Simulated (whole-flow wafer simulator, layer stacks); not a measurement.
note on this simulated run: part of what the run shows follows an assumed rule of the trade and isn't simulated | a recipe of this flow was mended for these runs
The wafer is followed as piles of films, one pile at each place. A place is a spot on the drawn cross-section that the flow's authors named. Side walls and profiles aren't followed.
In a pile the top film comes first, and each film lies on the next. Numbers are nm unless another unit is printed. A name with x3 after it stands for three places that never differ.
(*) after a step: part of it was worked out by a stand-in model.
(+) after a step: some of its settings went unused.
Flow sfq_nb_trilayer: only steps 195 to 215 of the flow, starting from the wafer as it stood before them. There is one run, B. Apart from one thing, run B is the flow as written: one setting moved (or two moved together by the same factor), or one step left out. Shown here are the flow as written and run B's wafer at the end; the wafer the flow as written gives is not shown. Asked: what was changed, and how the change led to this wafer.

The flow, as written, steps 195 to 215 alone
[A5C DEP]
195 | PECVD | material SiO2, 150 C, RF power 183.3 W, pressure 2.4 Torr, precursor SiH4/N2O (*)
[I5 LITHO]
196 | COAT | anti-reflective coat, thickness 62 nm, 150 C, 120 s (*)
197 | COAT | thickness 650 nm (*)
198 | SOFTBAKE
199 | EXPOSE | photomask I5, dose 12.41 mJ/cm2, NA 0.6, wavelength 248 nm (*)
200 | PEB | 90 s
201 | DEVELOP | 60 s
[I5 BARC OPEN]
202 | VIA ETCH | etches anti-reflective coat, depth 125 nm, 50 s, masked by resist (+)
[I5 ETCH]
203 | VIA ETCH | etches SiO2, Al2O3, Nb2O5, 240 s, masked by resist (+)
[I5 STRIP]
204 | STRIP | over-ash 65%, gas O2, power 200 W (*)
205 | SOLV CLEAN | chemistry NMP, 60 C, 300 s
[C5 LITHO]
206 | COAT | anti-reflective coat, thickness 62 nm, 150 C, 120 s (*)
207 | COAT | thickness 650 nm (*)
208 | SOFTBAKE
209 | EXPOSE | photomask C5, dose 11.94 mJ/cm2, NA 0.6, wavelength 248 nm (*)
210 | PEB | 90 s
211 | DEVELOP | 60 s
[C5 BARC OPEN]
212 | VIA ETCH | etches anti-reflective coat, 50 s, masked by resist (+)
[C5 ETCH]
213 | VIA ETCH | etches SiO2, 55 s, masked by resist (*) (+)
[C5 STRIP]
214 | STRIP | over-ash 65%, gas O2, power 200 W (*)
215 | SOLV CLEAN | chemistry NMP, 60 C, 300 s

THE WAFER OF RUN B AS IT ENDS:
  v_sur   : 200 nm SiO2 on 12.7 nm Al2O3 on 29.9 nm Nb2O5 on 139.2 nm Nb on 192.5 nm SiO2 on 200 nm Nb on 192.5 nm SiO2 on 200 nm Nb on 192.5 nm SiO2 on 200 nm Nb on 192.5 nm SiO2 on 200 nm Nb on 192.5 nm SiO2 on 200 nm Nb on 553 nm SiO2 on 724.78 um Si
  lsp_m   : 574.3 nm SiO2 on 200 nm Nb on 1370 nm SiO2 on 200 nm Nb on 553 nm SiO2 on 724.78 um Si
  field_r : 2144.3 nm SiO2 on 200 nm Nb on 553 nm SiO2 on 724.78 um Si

What caused this: step 195, PECVD: pressure 3.25 Torr was run, whereas the flow has pressure 2.4 Torr.

How this came from the change, step by step:
  195 | PECVD | material SiO2, 150 C, RF power 183.3 W, pressure 2.4 Torr, precursor SiH4/N2O (*)
      field_l, v_sur, via_wl and 92 more: SiO2 gains 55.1 (as written it would have been: SiO2 gains 70)
      ce_l, c5j, ce_r and 8 more: SiO2 gains 55.1 (new film) (as written it would have been: SiO2 gains 70 (new film))
  203 | VIA ETCH | etches SiO2, Al2O3, Nb2O5, 240 s, masked by resist (+)
      be: SiO2 loses 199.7 (all of it), Al2O3 loses 12.7 (all of it), Nb2O5 loses 29.9 (all of it), Nb loses 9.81 (as written it would have been: SiO2 loses 214.5 (all of it), Al2O3 loses 12.7 (all of it), Nb2O5 loses 29.9 (all of it), Nb loses 8.57)
  213 | VIA ETCH | etches SiO2, 55 s, masked by resist (*) (+)
      c5j: SiO2 loses 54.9 (all of it), Nb loses 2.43 (as written it would have been: SiO2 loses 69.7 (all of it), Nb loses 1.19)
      res: SiO2 loses 54.8 (all of it), Ti loses 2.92 (as written it would have been: SiO2 loses 69.7 (all of it), Ti loses 1.43)
